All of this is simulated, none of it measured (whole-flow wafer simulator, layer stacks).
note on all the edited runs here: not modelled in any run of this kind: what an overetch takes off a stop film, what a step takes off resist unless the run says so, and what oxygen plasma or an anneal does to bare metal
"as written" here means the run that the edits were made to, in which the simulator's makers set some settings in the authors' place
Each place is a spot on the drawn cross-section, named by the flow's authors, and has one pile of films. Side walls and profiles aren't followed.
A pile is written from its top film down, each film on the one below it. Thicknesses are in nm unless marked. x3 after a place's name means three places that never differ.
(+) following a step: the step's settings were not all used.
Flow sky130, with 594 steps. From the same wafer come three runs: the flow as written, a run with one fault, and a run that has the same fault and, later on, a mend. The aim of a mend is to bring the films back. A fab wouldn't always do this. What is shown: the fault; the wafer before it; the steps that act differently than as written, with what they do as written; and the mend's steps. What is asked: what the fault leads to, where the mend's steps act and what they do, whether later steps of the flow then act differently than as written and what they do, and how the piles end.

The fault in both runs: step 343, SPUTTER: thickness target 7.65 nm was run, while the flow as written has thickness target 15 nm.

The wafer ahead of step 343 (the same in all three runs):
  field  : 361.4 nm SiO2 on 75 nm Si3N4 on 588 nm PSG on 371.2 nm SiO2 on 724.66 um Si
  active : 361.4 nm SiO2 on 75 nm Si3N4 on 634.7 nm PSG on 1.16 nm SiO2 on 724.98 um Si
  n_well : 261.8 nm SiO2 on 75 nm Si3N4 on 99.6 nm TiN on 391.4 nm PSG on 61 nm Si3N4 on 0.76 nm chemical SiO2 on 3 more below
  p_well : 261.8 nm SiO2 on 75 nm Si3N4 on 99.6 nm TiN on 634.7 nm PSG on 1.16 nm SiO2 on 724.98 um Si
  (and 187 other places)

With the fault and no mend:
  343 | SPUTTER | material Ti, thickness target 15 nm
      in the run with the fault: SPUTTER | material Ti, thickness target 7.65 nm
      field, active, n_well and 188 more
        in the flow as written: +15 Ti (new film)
        in the run with the fault: +7.65 Ti (new film)
  Later steps of the flow acting differently than as written (not shown: 16 more steps that differ only slightly, by at most 2% or 0.5 nm, whichever is larger):
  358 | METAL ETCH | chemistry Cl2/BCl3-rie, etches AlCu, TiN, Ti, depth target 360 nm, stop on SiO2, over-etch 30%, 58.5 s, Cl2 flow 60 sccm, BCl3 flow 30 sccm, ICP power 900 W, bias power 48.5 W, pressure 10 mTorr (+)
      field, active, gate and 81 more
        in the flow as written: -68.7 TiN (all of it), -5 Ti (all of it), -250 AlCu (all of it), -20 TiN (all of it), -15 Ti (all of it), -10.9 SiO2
        in the run with the fault: -68.7 TiN (all of it), -5 Ti (all of it), -250 AlCu (all of it), -20 TiN (all of it), -7.65 Ti (all of it), -11.7 SiO2
  At n_well, p_well, gate_hv and 104 more, the piles at the end differ from the flow's by more than 2% or 0.5 nm, whichever is larger.
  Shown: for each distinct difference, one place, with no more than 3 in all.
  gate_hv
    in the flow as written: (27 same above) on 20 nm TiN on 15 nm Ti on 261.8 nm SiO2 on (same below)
    in the run with the fault: (27 same above) on 20 nm TiN on 7.65 nm Ti on 261.8 nm SiO2 on (same below)
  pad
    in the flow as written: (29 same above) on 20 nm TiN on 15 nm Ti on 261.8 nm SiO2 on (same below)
    in the run with the fault: (29 same above) on 20 nm TiN on 7.65 nm Ti on 261.8 nm SiO2 on (same below)
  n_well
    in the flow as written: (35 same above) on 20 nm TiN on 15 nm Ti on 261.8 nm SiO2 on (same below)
    in the run with the fault: (35 same above) on 20 nm TiN on 7.65 nm Ti on 261.8 nm SiO2 on (same below)

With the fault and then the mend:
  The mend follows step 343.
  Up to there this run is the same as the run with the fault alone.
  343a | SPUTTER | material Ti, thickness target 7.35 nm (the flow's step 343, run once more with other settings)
      field, active, n_well and 188 more
        +7.35 Ti
  Every later step of the flow that is run acts as written at every place that is followed.
  The piles end the same as the flow's at every place that both follow.
